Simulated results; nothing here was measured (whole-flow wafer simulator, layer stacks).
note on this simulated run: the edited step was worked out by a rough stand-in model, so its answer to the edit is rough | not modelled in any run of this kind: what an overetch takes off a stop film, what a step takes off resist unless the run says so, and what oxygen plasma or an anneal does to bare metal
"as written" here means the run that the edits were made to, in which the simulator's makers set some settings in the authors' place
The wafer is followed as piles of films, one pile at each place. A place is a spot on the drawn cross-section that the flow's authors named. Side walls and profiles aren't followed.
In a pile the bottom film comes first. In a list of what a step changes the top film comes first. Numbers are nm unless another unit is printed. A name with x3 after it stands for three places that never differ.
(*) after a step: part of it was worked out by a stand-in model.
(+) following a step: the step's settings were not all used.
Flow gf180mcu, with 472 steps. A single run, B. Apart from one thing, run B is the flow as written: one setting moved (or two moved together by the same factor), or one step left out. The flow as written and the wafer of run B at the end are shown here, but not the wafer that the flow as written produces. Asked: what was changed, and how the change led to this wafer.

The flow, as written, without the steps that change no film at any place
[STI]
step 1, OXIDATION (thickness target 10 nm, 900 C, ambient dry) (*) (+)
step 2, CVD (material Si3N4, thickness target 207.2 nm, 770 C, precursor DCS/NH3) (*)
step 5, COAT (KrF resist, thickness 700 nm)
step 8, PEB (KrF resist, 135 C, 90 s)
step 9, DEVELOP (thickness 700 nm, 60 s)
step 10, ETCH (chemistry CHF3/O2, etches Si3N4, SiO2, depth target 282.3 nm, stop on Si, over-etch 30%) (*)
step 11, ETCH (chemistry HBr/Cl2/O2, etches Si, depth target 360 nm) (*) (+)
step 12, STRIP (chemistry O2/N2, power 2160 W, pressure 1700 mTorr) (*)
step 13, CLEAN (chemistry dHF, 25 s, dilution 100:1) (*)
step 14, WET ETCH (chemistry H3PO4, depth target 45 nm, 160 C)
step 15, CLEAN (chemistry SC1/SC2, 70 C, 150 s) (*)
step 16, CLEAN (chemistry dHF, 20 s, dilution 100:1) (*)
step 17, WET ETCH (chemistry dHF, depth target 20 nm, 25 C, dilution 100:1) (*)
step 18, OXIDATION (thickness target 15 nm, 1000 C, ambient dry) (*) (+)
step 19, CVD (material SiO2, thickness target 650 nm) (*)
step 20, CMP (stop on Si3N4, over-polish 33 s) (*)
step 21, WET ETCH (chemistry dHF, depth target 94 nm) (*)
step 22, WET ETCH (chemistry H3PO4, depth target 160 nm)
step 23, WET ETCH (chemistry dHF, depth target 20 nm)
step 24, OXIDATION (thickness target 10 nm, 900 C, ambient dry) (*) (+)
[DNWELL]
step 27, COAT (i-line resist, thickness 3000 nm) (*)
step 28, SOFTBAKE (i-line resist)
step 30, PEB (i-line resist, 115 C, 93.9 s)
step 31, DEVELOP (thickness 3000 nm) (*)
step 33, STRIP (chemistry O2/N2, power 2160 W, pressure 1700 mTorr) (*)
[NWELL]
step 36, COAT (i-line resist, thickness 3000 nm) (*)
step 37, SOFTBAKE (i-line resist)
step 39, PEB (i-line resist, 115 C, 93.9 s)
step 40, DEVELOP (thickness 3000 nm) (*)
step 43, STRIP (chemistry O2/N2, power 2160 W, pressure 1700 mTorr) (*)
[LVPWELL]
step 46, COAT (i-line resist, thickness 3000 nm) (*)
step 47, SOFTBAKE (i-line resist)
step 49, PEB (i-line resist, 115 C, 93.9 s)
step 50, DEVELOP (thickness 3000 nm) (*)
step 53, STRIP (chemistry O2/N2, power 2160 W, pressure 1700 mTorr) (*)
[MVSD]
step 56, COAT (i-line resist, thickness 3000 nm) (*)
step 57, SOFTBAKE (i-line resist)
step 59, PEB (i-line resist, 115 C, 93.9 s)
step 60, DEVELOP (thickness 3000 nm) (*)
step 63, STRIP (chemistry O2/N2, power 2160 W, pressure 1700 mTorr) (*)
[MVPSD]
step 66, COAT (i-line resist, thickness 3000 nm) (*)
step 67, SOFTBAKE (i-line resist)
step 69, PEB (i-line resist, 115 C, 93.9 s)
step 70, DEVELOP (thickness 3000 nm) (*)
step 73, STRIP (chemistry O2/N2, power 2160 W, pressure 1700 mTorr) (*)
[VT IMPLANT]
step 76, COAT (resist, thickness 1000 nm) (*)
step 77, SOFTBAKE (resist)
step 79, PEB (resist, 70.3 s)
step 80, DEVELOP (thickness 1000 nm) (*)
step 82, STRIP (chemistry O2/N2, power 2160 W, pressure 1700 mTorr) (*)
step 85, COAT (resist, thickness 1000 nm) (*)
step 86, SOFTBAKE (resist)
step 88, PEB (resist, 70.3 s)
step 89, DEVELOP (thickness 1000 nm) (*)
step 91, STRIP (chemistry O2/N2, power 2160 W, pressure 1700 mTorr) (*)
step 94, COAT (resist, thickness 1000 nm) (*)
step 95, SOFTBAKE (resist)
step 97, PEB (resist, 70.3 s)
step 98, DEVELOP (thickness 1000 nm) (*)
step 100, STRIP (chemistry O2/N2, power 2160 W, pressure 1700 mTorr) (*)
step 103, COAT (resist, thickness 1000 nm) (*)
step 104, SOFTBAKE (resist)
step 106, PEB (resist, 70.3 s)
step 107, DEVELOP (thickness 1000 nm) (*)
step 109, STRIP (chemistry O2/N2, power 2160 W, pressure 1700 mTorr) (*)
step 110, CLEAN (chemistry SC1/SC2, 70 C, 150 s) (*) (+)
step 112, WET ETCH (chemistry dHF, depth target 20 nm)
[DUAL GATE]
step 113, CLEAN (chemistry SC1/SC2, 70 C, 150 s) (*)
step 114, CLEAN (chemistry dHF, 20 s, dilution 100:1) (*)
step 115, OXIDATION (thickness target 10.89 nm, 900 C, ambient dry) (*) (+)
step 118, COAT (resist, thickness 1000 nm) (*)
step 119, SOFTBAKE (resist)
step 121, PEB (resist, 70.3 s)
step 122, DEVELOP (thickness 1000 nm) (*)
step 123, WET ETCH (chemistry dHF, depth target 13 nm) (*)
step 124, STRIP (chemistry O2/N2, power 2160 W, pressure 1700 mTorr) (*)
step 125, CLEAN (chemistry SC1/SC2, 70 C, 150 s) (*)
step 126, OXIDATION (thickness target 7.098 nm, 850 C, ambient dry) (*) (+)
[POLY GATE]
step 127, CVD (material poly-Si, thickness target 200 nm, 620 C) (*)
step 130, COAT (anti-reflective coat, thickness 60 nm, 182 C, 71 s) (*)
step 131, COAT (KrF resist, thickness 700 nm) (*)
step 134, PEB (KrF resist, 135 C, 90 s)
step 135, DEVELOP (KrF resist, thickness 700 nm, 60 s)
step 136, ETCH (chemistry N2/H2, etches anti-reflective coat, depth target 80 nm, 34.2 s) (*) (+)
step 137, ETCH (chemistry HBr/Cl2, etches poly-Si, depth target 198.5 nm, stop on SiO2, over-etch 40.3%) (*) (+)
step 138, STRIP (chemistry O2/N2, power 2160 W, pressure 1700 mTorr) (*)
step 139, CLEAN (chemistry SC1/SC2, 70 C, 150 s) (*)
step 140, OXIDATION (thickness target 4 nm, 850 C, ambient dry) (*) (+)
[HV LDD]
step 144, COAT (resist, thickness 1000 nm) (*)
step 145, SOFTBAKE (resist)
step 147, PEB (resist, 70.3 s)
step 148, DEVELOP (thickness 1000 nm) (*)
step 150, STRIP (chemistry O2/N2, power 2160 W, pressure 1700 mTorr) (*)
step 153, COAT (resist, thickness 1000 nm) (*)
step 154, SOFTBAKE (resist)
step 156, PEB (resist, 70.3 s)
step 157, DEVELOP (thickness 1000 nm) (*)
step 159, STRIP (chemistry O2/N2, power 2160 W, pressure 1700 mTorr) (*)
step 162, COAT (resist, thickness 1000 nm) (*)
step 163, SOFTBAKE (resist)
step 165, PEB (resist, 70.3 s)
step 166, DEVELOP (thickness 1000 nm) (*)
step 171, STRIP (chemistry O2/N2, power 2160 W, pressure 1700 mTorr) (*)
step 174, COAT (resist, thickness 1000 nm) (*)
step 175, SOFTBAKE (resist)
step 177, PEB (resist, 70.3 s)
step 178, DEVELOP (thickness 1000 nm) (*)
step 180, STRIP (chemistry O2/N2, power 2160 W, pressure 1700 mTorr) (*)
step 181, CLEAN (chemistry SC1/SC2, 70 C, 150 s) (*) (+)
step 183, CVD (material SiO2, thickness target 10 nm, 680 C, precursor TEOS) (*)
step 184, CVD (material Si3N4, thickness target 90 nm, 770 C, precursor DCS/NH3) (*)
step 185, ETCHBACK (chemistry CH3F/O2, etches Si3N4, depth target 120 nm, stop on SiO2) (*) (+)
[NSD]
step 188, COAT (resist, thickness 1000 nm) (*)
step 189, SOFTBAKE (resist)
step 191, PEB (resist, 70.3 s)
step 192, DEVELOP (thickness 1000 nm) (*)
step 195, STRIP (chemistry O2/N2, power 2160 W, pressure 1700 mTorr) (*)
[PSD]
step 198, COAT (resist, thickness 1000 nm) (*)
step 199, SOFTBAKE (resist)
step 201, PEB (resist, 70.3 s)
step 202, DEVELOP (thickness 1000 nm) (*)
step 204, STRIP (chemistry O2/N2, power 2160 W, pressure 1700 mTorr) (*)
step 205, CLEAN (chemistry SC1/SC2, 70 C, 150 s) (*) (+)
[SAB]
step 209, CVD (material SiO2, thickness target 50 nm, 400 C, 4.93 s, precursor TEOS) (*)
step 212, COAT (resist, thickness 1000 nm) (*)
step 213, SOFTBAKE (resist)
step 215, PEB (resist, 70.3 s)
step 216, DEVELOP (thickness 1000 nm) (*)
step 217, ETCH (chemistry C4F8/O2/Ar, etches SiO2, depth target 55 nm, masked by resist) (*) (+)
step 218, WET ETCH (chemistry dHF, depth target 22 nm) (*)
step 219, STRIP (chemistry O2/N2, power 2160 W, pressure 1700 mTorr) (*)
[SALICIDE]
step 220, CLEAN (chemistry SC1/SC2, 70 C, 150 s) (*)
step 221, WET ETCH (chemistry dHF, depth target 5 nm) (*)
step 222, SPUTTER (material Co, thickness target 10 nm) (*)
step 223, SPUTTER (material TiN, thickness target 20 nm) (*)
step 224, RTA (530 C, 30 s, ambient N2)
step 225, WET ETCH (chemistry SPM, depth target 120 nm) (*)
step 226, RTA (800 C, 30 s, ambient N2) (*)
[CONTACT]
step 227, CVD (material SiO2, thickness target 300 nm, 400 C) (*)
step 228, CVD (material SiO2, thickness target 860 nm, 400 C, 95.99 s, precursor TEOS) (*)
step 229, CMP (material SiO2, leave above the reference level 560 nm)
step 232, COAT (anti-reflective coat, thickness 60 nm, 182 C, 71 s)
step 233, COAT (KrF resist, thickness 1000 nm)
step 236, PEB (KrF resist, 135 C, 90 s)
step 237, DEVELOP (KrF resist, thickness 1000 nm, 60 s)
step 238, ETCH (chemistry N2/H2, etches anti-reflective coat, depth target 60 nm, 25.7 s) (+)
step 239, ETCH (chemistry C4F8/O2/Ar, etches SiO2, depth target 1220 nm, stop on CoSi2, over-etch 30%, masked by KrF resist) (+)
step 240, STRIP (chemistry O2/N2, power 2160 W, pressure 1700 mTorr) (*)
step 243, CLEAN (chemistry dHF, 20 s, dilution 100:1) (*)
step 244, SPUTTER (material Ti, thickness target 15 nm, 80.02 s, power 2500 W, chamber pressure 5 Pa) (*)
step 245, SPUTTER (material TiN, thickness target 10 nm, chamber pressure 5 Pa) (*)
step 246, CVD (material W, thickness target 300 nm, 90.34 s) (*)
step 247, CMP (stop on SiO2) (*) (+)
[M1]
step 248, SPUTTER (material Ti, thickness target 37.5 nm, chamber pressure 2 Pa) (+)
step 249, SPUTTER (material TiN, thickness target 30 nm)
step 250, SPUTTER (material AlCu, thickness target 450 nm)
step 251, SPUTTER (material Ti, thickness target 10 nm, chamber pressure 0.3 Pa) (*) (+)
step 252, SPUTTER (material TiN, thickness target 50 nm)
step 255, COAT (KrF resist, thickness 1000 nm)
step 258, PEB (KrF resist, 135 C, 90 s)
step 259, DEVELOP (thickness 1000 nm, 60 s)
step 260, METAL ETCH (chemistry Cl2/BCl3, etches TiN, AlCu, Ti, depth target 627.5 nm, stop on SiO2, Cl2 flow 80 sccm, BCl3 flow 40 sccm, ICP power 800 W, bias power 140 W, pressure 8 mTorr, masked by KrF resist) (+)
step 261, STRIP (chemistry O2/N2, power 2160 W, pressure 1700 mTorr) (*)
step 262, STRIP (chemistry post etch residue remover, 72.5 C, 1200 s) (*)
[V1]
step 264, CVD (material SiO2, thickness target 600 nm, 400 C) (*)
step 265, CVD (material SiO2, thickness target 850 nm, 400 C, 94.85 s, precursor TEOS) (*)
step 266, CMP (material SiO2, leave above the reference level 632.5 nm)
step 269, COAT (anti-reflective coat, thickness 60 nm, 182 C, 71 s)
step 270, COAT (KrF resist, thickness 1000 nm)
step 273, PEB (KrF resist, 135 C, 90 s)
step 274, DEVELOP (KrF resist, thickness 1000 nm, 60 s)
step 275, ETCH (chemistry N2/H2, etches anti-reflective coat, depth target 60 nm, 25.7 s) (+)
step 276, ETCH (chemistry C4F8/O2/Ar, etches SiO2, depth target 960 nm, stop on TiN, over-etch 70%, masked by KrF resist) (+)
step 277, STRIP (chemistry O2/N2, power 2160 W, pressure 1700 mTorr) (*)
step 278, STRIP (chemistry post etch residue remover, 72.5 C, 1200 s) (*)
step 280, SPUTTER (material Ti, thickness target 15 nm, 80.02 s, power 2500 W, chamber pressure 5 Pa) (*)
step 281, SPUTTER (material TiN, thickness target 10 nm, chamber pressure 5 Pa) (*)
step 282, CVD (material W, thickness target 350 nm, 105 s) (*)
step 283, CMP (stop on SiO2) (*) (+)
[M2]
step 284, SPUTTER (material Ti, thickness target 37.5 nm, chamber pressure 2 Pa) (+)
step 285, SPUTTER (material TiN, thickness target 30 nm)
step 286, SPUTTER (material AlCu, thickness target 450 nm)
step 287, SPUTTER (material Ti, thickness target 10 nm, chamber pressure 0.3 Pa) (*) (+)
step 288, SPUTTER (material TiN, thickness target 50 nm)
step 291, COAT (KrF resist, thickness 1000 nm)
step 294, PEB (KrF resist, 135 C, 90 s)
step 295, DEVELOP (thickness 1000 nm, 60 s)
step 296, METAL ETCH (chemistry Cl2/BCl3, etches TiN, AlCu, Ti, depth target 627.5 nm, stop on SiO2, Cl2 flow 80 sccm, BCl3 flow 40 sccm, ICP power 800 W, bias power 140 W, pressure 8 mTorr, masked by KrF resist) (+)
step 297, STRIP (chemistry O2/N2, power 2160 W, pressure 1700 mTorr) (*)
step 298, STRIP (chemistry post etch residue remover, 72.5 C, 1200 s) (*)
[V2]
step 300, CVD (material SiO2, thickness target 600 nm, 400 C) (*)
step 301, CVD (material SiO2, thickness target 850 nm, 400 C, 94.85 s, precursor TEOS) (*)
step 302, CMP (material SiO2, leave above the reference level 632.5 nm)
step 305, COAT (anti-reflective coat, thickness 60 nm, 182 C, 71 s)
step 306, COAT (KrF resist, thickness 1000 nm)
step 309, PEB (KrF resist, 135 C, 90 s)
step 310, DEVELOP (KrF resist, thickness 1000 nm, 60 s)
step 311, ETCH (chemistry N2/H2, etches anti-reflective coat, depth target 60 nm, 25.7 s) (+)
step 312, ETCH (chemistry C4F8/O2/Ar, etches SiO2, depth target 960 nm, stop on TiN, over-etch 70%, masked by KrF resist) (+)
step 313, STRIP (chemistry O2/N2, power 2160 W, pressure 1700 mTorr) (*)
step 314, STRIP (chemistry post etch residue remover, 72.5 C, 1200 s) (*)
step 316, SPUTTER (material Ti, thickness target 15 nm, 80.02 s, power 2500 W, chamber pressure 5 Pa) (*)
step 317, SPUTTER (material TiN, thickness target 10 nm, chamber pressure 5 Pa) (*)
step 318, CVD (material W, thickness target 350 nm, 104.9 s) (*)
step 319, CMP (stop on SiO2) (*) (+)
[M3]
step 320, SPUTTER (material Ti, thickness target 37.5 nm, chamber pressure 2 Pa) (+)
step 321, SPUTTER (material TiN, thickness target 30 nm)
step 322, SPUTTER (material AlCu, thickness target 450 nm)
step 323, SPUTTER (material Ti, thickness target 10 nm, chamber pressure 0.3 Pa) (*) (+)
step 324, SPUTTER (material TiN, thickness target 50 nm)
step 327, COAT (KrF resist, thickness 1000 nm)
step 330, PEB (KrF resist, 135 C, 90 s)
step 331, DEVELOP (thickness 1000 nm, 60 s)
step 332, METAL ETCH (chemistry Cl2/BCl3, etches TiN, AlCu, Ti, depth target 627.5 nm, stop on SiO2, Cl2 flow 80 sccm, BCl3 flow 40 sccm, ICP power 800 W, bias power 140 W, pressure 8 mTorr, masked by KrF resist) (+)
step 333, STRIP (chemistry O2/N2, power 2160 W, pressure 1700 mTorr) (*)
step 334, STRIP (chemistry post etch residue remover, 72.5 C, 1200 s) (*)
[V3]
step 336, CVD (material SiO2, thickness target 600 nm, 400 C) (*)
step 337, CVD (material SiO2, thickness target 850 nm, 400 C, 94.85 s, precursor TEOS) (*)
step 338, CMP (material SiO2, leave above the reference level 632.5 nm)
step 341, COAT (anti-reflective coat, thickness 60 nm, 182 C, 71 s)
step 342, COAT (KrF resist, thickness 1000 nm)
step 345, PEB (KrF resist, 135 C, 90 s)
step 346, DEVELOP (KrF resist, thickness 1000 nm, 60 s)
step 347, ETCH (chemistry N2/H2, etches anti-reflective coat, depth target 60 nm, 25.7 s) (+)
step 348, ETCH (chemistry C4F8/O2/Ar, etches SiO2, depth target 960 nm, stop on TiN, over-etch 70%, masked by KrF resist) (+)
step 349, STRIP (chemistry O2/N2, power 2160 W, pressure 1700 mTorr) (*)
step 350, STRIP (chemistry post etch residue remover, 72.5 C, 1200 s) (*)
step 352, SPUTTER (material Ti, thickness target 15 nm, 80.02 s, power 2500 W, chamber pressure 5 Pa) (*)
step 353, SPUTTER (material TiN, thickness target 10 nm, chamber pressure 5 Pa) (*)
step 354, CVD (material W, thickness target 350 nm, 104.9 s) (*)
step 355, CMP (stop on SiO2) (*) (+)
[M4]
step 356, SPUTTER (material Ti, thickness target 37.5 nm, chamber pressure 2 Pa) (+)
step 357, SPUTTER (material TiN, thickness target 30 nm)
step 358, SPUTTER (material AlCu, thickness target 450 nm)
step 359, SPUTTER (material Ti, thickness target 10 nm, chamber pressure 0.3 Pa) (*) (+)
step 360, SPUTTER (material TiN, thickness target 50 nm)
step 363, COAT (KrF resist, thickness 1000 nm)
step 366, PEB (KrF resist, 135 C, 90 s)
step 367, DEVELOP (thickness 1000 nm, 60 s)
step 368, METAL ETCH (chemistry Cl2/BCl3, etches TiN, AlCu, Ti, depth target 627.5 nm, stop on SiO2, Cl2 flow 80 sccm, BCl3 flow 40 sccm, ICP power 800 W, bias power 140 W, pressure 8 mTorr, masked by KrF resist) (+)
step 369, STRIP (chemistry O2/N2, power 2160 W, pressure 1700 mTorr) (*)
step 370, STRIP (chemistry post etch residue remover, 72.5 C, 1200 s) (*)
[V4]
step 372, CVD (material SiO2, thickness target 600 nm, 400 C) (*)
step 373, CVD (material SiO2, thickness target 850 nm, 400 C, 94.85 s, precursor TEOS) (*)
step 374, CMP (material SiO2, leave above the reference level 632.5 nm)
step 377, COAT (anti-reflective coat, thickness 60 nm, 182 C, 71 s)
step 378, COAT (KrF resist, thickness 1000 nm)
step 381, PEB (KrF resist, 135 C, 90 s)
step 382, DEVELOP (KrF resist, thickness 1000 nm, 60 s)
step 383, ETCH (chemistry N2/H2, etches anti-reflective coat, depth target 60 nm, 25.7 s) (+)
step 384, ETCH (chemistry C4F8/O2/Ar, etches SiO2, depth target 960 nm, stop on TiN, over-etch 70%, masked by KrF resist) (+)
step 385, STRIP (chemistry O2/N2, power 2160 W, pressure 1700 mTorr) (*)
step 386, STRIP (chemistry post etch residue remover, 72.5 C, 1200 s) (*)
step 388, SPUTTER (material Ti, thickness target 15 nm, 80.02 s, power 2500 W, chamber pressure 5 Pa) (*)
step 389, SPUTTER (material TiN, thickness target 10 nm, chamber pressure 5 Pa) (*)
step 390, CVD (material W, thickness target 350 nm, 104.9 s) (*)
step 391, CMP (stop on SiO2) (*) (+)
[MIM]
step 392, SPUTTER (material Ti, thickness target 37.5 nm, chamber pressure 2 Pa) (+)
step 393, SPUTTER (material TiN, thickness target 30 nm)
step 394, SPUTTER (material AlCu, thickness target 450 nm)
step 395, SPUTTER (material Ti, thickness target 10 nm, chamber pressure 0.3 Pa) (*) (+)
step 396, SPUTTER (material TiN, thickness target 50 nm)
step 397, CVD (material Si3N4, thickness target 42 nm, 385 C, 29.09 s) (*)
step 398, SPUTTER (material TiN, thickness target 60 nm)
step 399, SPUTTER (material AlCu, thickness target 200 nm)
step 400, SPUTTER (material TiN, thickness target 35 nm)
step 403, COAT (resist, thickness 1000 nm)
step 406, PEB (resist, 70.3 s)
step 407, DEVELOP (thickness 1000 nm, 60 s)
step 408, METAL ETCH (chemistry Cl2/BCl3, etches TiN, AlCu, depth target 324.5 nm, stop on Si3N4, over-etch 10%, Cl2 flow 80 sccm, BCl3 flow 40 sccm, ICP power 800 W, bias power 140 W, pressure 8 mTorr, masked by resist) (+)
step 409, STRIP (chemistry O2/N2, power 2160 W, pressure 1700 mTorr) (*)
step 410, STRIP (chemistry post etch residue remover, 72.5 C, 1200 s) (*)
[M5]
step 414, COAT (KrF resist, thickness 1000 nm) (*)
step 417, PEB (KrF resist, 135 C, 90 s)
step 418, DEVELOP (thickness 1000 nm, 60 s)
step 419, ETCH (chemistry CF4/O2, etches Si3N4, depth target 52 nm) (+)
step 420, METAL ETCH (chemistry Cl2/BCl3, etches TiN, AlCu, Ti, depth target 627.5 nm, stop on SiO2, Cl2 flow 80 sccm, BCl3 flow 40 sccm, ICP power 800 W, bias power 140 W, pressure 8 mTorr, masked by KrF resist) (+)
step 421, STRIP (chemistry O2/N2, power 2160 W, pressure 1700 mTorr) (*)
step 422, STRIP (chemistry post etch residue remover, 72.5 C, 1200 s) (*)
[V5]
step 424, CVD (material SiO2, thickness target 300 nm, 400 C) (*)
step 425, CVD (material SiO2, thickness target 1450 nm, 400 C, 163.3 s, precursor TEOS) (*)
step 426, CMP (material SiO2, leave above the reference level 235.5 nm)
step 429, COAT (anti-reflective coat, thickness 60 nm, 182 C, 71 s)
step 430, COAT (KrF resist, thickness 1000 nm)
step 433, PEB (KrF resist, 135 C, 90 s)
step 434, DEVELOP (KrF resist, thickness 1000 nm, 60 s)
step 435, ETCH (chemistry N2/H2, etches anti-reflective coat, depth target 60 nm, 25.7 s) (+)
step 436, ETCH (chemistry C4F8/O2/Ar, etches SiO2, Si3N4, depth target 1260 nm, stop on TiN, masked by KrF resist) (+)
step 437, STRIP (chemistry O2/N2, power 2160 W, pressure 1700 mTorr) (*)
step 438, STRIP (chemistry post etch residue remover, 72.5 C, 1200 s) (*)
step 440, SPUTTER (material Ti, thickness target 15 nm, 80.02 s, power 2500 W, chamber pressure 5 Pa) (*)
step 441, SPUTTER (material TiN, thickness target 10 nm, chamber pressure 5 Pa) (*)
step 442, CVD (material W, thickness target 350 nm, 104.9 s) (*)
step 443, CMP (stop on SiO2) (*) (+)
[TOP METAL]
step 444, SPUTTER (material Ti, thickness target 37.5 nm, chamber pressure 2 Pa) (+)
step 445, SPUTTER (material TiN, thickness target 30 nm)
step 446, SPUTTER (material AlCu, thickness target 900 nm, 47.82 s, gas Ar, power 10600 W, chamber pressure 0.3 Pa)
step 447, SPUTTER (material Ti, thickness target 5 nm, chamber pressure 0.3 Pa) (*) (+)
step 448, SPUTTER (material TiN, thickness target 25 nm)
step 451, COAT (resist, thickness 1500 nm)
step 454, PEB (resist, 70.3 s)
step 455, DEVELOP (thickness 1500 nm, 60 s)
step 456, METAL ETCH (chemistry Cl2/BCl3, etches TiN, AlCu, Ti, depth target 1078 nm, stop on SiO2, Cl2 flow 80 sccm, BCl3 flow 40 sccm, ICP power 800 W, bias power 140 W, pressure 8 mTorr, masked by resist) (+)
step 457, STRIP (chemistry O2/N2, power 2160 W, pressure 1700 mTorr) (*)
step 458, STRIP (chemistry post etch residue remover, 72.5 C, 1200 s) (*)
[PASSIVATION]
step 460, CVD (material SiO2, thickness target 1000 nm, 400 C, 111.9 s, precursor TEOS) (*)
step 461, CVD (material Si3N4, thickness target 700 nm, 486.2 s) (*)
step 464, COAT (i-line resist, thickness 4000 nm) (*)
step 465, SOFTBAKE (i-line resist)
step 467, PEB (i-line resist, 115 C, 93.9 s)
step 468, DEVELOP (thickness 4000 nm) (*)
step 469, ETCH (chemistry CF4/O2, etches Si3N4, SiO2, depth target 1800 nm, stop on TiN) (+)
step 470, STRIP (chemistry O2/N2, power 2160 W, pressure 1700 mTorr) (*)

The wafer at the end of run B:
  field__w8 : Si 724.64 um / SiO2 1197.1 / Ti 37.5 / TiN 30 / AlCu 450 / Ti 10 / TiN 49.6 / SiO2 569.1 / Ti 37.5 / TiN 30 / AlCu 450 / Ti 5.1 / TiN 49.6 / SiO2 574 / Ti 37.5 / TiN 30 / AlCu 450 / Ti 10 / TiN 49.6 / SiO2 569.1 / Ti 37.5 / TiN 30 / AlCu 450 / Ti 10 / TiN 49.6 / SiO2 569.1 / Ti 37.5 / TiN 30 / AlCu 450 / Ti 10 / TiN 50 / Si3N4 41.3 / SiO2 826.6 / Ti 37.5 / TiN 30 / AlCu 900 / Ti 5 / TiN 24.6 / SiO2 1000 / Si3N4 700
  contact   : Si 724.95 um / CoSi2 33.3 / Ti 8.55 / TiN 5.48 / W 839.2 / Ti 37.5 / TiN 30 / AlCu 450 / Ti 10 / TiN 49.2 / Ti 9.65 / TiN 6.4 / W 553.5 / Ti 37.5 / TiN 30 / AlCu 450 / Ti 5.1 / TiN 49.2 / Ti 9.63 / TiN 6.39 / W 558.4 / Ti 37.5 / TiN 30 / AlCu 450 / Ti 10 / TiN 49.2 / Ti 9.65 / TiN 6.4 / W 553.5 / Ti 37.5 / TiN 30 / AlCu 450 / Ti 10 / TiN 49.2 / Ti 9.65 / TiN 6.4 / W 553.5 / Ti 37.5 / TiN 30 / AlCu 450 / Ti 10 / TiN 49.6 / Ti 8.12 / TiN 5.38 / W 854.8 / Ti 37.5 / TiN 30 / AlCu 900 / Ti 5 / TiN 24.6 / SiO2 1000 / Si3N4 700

The reason: step 287, SPUTTER: thickness target 5.1 nm was run, though the flow has thickness target 10 nm.
One can read it off the wafer: field__w8 has Ti 5.1, and step 287 as written asks for 10 nm.

The path from the change to this, step by step:
  step 287, SPUTTER (material Ti, thickness target 10 nm, chamber pressure 0.3 Pa) (*) (+)
      field, field__w1, field__w2 and 108 more: Ti gains 5.1 (new film) (in the flow as written it would be: Ti gains 10 (new film))
  step 296, METAL ETCH (chemistry Cl2/BCl3, etches TiN, AlCu, Ti, depth target 627.5 nm, stop on SiO2, Cl2 flow 80 sccm, BCl3 flow 40 sccm, ICP power 800 W, bias power 140 W, pressure 8 mTorr, masked by KrF resist) (+)
      field, field__w1, field__w2 and 103 more: TiN loses 50 (all of it), Ti loses 5.1 (all of it), AlCu loses 450 (all of it), TiN loses 30 (all of it), Ti loses 37.5 (all of it) (in the flow as written it would be: TiN loses 50 (all of it), Ti loses 10 (all of it), AlCu loses 450 (all of it), TiN loses 30 (all of it), Ti loses 37.5 (all of it))
